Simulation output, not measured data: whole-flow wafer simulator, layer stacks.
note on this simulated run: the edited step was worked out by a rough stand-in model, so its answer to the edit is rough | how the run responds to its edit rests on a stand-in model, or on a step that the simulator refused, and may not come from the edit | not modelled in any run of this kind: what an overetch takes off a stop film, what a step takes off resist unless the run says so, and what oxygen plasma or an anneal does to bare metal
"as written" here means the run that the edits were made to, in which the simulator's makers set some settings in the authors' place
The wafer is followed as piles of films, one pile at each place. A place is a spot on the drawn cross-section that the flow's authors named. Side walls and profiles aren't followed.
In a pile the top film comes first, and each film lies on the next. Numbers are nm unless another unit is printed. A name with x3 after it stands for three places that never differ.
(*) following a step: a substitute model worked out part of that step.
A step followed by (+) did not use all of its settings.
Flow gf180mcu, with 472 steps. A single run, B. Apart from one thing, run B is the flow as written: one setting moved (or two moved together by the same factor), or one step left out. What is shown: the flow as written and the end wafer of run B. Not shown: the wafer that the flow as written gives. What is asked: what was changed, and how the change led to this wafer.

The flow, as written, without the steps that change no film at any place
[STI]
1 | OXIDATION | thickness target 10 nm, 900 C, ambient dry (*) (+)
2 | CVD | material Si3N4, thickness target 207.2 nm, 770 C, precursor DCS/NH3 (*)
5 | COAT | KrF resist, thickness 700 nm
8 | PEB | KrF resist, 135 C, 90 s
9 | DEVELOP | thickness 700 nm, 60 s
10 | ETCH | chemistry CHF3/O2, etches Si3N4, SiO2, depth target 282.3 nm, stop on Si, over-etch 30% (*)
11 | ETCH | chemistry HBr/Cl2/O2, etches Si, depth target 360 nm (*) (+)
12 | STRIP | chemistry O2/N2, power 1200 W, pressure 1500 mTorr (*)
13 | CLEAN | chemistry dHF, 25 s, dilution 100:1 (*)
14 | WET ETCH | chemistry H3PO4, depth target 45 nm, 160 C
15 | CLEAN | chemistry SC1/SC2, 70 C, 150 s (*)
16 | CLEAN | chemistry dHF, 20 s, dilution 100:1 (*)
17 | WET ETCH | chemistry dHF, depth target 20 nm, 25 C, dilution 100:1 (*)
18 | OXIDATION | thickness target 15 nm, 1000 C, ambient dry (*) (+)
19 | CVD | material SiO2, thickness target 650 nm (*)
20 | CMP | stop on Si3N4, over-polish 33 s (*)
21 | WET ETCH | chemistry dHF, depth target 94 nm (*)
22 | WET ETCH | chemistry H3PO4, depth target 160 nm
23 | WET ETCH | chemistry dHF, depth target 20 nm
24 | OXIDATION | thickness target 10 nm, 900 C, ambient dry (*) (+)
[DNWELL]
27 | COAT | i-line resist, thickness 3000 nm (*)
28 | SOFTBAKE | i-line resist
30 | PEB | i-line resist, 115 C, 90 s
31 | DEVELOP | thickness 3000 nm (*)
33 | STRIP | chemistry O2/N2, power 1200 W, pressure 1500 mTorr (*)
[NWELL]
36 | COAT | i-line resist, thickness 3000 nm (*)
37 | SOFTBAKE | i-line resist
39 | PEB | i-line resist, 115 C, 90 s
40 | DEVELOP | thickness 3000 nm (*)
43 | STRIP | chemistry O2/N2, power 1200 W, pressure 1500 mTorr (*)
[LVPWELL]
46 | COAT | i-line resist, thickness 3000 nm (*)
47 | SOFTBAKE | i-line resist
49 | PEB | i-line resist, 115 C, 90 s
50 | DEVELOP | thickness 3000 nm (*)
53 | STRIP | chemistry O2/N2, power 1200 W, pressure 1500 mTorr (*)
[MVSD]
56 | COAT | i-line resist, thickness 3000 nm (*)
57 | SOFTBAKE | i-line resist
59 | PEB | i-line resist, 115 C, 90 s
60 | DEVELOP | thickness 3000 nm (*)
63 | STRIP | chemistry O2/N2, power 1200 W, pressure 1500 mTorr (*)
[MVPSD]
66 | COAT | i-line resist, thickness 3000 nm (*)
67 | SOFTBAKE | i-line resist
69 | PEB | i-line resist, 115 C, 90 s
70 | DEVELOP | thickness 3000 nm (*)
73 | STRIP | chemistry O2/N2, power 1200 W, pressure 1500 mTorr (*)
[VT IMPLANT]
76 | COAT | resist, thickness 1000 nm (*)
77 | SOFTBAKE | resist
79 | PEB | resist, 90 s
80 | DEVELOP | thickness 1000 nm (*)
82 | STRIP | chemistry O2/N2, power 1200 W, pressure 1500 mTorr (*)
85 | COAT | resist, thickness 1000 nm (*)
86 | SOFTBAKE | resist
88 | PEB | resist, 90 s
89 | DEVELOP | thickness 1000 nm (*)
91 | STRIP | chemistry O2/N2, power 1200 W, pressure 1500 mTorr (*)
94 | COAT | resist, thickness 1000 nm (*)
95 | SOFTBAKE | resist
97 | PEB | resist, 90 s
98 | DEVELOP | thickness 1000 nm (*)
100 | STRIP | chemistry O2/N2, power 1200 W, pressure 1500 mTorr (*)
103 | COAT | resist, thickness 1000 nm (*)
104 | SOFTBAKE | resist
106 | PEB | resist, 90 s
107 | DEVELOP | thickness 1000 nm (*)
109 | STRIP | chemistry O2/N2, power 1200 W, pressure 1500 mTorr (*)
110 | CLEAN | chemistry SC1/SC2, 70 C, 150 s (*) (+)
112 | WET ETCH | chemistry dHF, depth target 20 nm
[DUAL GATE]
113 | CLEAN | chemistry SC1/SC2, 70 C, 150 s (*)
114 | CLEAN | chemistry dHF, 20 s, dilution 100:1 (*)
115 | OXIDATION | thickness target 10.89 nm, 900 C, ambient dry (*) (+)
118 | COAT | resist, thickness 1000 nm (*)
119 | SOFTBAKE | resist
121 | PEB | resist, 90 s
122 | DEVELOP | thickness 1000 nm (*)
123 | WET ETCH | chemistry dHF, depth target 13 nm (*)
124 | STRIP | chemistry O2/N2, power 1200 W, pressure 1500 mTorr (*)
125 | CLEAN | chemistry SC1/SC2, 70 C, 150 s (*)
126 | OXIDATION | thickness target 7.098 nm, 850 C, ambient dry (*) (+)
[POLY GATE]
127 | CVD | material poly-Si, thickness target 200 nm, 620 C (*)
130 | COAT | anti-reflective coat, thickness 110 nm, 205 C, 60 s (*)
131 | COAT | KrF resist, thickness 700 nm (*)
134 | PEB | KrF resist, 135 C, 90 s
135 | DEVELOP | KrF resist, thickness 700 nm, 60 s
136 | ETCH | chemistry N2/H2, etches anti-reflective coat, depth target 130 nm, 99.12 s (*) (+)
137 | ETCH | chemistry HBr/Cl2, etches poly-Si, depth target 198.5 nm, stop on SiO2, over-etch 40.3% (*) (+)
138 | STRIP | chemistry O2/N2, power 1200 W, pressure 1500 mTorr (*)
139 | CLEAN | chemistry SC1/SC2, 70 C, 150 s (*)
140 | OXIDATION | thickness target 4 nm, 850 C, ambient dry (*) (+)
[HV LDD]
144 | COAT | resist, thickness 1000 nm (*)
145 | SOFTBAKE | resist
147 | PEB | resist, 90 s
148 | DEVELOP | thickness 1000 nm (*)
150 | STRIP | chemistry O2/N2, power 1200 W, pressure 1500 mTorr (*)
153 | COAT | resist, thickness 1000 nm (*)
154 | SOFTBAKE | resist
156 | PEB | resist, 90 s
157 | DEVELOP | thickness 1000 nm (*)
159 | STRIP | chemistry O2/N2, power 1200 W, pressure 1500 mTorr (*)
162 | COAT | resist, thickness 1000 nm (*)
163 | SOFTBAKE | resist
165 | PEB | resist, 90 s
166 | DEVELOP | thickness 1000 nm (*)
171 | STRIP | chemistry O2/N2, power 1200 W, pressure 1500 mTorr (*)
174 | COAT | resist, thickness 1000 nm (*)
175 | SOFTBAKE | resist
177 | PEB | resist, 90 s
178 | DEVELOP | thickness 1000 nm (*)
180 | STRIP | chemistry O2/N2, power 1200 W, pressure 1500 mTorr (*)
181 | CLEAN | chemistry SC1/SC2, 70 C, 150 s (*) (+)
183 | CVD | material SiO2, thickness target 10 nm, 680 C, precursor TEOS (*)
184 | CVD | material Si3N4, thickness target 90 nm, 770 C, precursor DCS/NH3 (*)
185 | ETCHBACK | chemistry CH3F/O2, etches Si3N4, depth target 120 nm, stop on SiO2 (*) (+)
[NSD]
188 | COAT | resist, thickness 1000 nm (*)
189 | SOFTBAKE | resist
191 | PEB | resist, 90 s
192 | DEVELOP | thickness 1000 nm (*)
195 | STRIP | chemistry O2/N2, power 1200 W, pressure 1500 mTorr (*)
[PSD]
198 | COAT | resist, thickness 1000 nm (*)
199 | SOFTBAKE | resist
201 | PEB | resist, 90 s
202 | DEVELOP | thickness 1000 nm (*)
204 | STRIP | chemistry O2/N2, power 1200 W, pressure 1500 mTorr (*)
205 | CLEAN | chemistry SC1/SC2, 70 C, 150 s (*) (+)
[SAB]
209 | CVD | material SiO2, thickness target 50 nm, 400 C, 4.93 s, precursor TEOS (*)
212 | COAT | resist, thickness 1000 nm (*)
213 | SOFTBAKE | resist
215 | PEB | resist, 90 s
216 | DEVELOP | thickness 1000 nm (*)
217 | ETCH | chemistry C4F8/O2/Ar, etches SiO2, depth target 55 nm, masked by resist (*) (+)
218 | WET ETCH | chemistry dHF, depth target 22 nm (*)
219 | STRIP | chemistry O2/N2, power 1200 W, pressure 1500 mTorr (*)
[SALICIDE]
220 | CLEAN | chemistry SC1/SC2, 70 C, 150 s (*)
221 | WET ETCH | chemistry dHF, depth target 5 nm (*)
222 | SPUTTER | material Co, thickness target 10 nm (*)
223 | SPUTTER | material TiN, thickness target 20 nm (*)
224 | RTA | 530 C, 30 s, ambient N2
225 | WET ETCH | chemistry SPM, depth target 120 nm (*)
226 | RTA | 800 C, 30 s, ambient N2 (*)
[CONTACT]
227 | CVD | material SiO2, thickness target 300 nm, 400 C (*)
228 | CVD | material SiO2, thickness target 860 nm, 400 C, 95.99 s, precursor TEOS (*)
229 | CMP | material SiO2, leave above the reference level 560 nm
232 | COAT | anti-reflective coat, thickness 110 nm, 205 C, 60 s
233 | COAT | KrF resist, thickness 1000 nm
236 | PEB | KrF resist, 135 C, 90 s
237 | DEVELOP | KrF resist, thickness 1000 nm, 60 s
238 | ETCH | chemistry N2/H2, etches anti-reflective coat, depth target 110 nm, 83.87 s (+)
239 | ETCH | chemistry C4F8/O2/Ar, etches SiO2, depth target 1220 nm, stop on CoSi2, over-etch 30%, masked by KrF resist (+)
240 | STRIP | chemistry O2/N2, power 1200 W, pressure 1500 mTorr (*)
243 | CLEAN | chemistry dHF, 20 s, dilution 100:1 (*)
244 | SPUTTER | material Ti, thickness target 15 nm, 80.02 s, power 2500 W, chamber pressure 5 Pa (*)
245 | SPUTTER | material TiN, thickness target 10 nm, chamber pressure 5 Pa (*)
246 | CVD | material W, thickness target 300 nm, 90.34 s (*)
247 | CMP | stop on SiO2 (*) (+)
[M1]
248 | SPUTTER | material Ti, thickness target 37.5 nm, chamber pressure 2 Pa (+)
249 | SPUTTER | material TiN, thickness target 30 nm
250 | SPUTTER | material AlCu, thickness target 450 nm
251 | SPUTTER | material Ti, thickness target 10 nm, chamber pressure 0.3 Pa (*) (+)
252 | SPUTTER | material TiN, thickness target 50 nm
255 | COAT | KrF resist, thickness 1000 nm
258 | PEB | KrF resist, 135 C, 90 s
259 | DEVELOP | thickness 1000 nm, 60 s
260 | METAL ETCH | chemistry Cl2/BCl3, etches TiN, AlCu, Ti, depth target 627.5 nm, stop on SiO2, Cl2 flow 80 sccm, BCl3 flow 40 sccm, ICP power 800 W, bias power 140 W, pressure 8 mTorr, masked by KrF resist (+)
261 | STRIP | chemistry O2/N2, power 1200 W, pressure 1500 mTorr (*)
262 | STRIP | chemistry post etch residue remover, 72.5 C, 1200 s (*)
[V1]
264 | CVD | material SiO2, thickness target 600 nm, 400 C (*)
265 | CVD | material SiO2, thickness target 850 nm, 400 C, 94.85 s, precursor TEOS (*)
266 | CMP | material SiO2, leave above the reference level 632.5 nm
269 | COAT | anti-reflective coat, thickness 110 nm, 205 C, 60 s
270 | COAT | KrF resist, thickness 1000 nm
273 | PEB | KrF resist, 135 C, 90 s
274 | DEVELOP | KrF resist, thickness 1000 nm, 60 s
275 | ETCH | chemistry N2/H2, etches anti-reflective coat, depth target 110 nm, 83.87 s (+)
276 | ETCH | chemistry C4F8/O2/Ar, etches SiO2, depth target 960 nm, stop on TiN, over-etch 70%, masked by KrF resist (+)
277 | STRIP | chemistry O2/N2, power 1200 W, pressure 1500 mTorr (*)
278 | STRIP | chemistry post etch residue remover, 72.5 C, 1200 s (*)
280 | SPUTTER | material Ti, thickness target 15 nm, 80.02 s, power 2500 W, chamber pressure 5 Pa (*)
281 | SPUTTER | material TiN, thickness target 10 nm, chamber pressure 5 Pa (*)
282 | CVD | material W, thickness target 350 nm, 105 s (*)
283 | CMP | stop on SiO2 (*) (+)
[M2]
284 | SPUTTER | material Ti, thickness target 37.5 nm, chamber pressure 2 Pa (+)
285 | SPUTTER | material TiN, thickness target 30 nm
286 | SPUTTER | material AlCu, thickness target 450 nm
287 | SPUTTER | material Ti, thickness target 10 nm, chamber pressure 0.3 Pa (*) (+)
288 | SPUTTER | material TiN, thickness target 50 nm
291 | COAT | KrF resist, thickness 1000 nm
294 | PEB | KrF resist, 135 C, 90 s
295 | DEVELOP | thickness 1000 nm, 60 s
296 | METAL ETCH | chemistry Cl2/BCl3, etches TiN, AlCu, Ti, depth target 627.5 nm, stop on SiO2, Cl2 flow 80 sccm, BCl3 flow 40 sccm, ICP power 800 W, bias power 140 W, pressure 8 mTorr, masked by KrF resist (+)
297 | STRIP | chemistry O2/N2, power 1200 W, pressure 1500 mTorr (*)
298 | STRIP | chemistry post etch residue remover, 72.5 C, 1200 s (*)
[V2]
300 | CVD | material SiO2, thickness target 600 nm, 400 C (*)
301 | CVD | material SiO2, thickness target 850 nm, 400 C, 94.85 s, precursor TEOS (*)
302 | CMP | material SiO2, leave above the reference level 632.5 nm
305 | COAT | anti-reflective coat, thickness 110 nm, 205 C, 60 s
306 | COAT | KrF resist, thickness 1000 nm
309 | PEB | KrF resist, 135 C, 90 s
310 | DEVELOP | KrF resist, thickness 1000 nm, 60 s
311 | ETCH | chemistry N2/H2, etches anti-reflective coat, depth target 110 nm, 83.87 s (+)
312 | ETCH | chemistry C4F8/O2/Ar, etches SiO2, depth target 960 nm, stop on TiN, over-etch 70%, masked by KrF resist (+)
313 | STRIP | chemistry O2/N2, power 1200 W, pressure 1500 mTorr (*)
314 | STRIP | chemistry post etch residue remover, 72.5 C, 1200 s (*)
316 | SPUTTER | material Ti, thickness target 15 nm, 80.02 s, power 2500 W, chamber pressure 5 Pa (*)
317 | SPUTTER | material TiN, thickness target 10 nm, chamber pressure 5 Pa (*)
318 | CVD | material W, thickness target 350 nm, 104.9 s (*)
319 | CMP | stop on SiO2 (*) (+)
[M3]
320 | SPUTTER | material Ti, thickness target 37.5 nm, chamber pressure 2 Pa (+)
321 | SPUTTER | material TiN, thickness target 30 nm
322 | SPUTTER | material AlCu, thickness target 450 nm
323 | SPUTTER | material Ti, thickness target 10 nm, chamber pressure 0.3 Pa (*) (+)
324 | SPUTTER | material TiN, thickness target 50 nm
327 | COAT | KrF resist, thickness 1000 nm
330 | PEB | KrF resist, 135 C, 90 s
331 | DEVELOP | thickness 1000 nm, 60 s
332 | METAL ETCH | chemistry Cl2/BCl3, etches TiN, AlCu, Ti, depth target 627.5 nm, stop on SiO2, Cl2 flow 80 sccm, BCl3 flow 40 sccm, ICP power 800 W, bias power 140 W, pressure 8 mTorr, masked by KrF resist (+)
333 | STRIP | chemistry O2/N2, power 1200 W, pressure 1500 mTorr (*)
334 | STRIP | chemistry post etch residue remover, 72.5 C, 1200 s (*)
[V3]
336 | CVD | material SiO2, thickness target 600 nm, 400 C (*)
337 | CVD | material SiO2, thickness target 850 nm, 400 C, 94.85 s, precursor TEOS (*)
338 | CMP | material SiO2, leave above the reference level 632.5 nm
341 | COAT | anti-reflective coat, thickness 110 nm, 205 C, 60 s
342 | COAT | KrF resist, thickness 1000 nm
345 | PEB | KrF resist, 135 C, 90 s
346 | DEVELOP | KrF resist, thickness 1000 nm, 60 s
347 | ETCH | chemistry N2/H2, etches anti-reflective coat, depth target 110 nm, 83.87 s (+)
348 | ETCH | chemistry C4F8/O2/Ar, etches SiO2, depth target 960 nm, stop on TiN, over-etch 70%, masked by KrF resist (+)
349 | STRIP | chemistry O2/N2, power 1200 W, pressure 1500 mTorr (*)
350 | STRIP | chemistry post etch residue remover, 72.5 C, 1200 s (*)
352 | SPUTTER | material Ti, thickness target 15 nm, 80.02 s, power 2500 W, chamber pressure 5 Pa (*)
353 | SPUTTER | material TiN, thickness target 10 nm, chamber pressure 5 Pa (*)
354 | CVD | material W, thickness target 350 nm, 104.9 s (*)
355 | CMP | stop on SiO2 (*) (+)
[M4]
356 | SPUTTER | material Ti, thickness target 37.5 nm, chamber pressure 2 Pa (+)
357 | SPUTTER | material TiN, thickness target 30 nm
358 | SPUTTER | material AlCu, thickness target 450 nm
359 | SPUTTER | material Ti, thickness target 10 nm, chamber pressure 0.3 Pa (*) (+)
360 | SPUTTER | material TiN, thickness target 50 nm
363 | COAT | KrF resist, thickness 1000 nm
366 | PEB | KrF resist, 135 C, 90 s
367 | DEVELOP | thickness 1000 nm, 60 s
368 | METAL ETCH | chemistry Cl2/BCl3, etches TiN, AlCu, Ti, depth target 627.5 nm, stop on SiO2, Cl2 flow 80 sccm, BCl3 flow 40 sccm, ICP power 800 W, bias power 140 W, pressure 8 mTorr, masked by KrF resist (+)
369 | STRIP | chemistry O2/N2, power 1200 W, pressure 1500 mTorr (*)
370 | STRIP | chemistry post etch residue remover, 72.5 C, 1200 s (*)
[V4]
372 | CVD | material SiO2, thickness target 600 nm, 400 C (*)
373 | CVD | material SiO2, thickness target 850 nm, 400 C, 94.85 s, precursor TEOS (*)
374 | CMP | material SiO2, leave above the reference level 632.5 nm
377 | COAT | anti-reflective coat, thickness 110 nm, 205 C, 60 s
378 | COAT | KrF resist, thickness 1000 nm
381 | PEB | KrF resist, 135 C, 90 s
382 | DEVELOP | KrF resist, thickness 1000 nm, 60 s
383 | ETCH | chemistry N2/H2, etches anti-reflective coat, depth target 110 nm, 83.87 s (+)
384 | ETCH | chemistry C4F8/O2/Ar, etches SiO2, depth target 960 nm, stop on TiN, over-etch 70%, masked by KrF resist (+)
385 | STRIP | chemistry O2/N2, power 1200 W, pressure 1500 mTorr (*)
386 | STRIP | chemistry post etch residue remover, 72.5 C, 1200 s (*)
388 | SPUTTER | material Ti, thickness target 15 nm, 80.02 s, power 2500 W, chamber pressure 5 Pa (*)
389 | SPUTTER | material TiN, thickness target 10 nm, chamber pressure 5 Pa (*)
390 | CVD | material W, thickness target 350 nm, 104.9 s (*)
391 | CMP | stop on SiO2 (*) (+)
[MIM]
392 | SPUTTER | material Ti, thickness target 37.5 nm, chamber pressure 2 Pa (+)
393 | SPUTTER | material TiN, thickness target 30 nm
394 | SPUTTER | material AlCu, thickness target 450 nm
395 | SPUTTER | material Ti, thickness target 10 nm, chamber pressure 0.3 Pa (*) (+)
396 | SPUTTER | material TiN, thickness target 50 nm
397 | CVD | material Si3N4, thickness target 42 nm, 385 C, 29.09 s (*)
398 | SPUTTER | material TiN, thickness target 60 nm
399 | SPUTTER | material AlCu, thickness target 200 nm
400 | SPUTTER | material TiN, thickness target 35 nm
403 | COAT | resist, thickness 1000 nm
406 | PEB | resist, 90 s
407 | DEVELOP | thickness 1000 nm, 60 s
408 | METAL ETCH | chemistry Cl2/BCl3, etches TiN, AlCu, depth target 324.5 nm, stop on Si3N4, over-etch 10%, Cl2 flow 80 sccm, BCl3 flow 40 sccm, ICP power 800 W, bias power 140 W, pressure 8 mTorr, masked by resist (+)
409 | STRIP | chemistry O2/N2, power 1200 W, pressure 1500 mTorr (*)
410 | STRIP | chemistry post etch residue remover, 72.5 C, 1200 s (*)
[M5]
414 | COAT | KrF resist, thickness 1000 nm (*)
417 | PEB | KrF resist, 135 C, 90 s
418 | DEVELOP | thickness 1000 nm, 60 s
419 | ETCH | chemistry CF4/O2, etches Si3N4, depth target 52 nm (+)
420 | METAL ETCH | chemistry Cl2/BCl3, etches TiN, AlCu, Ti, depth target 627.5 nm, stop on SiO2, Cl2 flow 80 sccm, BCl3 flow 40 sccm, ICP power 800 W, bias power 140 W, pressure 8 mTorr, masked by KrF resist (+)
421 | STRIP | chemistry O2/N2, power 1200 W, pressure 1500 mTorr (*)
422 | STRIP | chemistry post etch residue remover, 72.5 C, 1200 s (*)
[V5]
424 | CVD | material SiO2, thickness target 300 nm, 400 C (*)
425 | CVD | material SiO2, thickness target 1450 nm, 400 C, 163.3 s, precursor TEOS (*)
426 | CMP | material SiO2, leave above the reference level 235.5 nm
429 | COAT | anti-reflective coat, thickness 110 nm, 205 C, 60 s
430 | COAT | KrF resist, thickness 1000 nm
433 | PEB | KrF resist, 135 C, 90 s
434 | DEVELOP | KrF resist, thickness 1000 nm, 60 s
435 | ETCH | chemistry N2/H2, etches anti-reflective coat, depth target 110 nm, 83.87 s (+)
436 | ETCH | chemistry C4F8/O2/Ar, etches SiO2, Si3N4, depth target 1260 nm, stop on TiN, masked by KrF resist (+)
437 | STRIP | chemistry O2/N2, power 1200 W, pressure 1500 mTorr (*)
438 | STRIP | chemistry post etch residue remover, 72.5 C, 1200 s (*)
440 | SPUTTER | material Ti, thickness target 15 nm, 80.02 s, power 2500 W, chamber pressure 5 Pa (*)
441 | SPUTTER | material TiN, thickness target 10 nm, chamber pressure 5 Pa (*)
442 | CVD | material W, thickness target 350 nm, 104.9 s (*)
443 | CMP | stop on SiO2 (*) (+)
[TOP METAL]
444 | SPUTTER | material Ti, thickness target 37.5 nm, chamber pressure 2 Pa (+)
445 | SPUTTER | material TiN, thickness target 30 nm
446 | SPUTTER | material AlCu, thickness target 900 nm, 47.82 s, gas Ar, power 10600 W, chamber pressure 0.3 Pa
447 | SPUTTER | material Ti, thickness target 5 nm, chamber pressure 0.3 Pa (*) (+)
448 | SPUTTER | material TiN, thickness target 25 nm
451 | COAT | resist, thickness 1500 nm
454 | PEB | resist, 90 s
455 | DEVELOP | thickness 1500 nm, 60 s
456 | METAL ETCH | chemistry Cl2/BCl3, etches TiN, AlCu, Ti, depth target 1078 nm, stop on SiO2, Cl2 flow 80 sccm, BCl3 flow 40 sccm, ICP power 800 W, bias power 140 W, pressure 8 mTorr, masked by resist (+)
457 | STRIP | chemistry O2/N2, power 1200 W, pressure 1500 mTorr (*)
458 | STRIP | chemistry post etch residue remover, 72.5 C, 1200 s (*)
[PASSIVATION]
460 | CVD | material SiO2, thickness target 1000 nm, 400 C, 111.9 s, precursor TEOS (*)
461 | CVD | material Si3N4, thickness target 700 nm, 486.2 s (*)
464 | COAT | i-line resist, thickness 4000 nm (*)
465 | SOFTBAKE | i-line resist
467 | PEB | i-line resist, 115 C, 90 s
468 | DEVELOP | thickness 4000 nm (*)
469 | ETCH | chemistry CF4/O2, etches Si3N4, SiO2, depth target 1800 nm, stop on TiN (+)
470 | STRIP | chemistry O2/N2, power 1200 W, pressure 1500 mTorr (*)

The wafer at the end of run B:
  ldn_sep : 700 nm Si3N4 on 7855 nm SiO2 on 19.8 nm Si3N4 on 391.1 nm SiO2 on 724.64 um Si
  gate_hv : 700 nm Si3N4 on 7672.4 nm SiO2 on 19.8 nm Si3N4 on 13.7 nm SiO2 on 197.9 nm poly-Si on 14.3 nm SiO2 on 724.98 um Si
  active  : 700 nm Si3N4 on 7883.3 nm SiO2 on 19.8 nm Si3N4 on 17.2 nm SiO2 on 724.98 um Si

Cause: step 184, CVD: thickness target 144 nm was run, whereas the flow has thickness target 90 nm.

How this came from the change, step by step:
  184 | CVD | material Si3N4, thickness target 90 nm, 770 C, precursor DCS/NH3 (*)
      field, field__w1, field__w2 and 101 more: Si3N4 gains 144 (new film) (it would be, as written: Si3N4 gains 90 (new film))
  185 | ETCHBACK | chemistry CH3F/O2, etches Si3N4, depth target 120 nm, stop on SiO2 (*) (+)
      field, field__w1, field__w2 and 100 more: Si3N4 loses 120 (it would be, as written: Si3N4 loses 90 (all of it), SiO2 loses 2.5)
  188 | COAT | resist, thickness 1000 nm (*)
      field__w9: resist gains 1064 (new film) (it would be, as written: resist gains 1041.7 (new film))
      spacer: resist gains 893.3 (new film) (it would be, as written: resist gains 920.3 (new film))
  189 | SOFTBAKE | resist
      field__w9: resist loses 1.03 (it would be, as written: resist gains 1.85)
      field_sub__w2: resist gains 2.76 (it would be, as written: resist gains 0.84)
      (also at 1 further place)
  191 | PEB | resist, 90 s
      field__w9: resist loses 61 (it would be, as written: resist loses 59.7)
      spacer: resist loses 50.7 (it would be, as written: resist loses 52.3)
  192 | DEVELOP | thickness 1000 nm (*)
      spacer: resist loses 842.6 (all of it) (it would be, as written: resist loses 868 (all of it))
  198 | COAT | resist, thickness 1000 nm (*)
      field__w9: resist gains 1064 (new film) (it would be, as written: resist gains 1041.7 (new film))
      spacer: resist gains 893.3 (new film) (it would be, as written: resist gains 920.3 (new film))
  199 | SOFTBAKE | resist
      field__w9: resist loses 1.03 (it would be, as written: resist gains 1.85)
      field_sub__w2: resist gains 2.76 (it would be, as written: resist gains 0.84)
      (also at 1 further place)
  201 | PEB | resist, 90 s
      field__w9: resist loses 61 (it would be, as written: resist loses 59.7)
      spacer: resist loses 50.7 (it would be, as written: resist loses 52.3)
  204 | STRIP | chemistry O2/N2, power 1200 W, pressure 1500 mTorr (*)
      spacer: resist loses 842.6 (all of it) (it would be, as written: resist loses 868 (all of it))
  205 | CLEAN | chemistry SC1/SC2, 70 C, 150 s (*) (+)
      field, field__w1, field__w2 and 105 more: Si3N4 loses 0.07 (it would be, as written: SiO2 loses 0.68)
  209 | CVD | material SiO2, thickness target 50 nm, 400 C, 4.93 s, precursor TEOS (*)
      field, field__w7, field__w8 and 73 more: SiO2 gains 50 (new film) (it would be, as written: SiO2 gains 50)
      field__w1, m1, nw_enc_fld_lv__w3: SiO2 gains 49.2 (new film) (it would be, as written: SiO2 gains 49.2)
      (also at 29 further places)
  212 | COAT | resist, thickness 1000 nm (*)
      spacer: resist gains 892.4 (new film) (it would be, as written: resist gains 919.2 (new film))
  213 | SOFTBAKE | resist
      field_sub__w2: resist gains 2.76 (it would be, as written: resist gains 0.91)
  215 | PEB | resist, 90 s
      spacer: resist loses 50.7 (it would be, as written: resist loses 52.3)
  216 | DEVELOP | thickness 1000 nm (*)
      spacer: resist loses 841.7 (all of it) (it would be, as written: resist loses 866.9 (all of it))
  ... 16 further steps ...
  471 | ANNEAL | 400 C, 1800 s, ambient N2/H2
      polyc_n, polyc_p: under 9 films: void gains 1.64 (new film), Ti loses 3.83, TiSi first gains 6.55 (new film), poly-Si loses 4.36 (it would be, as written: nothing)
      contact: under 49 films: void gains 1.62 (new film), Ti loses 3.83, TiSi first gains 6.55 (new film), Si loses 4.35 (it would be, as written: nothing)
With metal films that touch counted as one body, gate_hv has 0 bodies; the flow as written gives 1 body.
With metal films that touch counted as one body, active has 0 bodies; the flow as written gives 1 body.
